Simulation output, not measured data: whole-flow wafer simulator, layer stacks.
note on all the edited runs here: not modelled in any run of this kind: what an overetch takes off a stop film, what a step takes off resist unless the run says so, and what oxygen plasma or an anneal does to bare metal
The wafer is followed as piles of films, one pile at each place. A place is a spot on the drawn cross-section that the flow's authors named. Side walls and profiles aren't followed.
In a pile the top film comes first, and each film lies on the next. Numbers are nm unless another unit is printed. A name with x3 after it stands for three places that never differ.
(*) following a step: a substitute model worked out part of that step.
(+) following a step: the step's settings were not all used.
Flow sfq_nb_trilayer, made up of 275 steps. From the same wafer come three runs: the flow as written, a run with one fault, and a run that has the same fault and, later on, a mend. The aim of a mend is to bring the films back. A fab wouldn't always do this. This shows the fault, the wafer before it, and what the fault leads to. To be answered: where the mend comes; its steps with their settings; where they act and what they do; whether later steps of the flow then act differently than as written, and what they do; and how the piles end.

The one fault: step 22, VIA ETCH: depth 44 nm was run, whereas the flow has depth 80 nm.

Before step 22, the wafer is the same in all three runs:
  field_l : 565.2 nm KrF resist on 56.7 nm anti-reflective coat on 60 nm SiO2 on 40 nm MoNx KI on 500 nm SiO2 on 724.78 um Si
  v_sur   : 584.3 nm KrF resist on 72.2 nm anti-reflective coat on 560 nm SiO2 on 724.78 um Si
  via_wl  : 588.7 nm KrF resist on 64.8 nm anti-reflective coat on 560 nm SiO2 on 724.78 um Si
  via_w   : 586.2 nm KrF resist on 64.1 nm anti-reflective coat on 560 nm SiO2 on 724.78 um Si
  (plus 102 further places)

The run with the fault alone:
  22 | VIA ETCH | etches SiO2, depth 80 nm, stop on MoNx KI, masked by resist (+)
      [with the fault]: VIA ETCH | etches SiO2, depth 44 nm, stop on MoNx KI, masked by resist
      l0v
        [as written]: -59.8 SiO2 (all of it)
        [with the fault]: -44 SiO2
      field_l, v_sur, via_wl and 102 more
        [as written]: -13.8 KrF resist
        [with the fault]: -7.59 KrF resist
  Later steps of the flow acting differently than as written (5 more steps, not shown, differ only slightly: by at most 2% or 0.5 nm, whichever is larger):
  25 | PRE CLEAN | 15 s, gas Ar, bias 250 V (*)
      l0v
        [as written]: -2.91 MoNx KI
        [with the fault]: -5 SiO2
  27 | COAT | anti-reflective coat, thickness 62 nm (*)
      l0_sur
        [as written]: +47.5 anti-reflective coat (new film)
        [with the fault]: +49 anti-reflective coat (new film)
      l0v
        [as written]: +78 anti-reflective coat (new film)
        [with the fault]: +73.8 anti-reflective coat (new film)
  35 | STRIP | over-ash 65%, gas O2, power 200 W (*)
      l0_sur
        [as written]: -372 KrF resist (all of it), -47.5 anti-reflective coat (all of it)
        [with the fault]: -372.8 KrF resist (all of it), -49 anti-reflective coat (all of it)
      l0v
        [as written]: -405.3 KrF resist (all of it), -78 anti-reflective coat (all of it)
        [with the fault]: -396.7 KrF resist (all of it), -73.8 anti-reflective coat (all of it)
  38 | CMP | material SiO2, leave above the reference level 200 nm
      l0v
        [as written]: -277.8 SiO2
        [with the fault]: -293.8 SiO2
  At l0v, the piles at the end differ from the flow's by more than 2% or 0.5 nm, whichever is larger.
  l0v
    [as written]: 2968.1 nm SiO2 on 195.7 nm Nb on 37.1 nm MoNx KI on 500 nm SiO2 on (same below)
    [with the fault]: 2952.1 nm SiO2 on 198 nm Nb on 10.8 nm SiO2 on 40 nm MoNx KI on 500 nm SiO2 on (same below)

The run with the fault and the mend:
  The mend stands after step 23.
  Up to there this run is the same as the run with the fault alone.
  23a | COAT | anti-reflective coat, thickness 62 nm (*) (a further turn of the flow's step 15)
      p4_fl x3, p4_w1 x9, p4_g1 x2 and 59 more
        +62 anti-reflective coat (new film)
      jj_sur, ce_l, c5j and 6 more
        +63.6 anti-reflective coat (new film)
      be, be_sur, gap, moat, field_r, lsp_l
        +63.7 anti-reflective coat (new film)
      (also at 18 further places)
  23b | COAT | KrF resist, thickness 650 nm (*) (a further turn of the flow's step 16)
      p4_fl x3, p4_w1 x9, p4_g1 x2 and 59 more
        +650 KrF resist (new film)
      jj_sur, ce_l, c5j, ce_r, sp_r, r_sur, res
        +656.8 KrF resist (new film)
      gap, r_end, moat
        +656.9 KrF resist (new film)
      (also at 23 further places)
  23c | SOFTBAKE | KrF resist (a further turn of the flow's step 17)
      does not change any film at any place that is followed
  23d | EXPOSE | photomask L0V, dose 12.41 mJ/cm2, NA 0.6, wavelength 248 nm (*) (a further turn of the flow's step 18)
      does not change any film at any place that is followed
  23e | PEB | KrF resist, 90 s (a further turn of the flow's step 19)
      p4_fl x3, p4_w1 x9, p4_g1 x2 and 59 more
        -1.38 KrF resist
      via_v, wire, be and 16 more
        -1.39 KrF resist
      v_sur, via_w, via_wr, via_sp, ln_m6, lsp_r
        -1.4 KrF resist
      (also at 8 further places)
  23f | DEVELOP | KrF resist, thickness 650 nm, 60 s (a further turn of the flow's step 20)
      field_l, v_sur, via_wl and 102 more
        -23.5 KrF resist
      l0v
        -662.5 KrF resist (all of it)
  23g | VIA ETCH | etches anti-reflective coat, depth 125 nm, masked by resist (*) (+) (a further turn of the flow's step 21)
      field_l, v_sur, via_wl and 102 more
        -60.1 KrF resist
      l0v
        -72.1 anti-reflective coat (all of it), -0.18 SiO2
  23h | VIA ETCH | etches SiO2, depth 36 nm, stop on MoNx KI, masked by resist (+) (a further turn of the flow's step 22, with different settings)
      field_l, v_sur, via_wl and 102 more
        -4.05 KrF resist
      l0v
        -15.7 SiO2 (all of it)
  23i | STRIP | over-ash 65%, gas O2, power 200 W (*) (a further turn of the flow's step 23)
      p4_fl x3, p4_w1 x9, p4_g1 x2 and 59 more
        -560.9 KrF resist (all of it), -62 anti-reflective coat (all of it)
      jj_sur, ce_l, c5j, ce_r, sp_r, be_r, r_sur, res
        -567.7 KrF resist (all of it), -63.6 anti-reflective coat (all of it)
      l0r_line_l, l0r_line_c, l0r_line_r
        -557 KrF resist (all of it), -59 anti-reflective coat (all of it)
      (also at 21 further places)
  Every later step of the flow that is run acts as written at every place that is followed.
  By the end, the piles equal the flow's at every place that both follow.
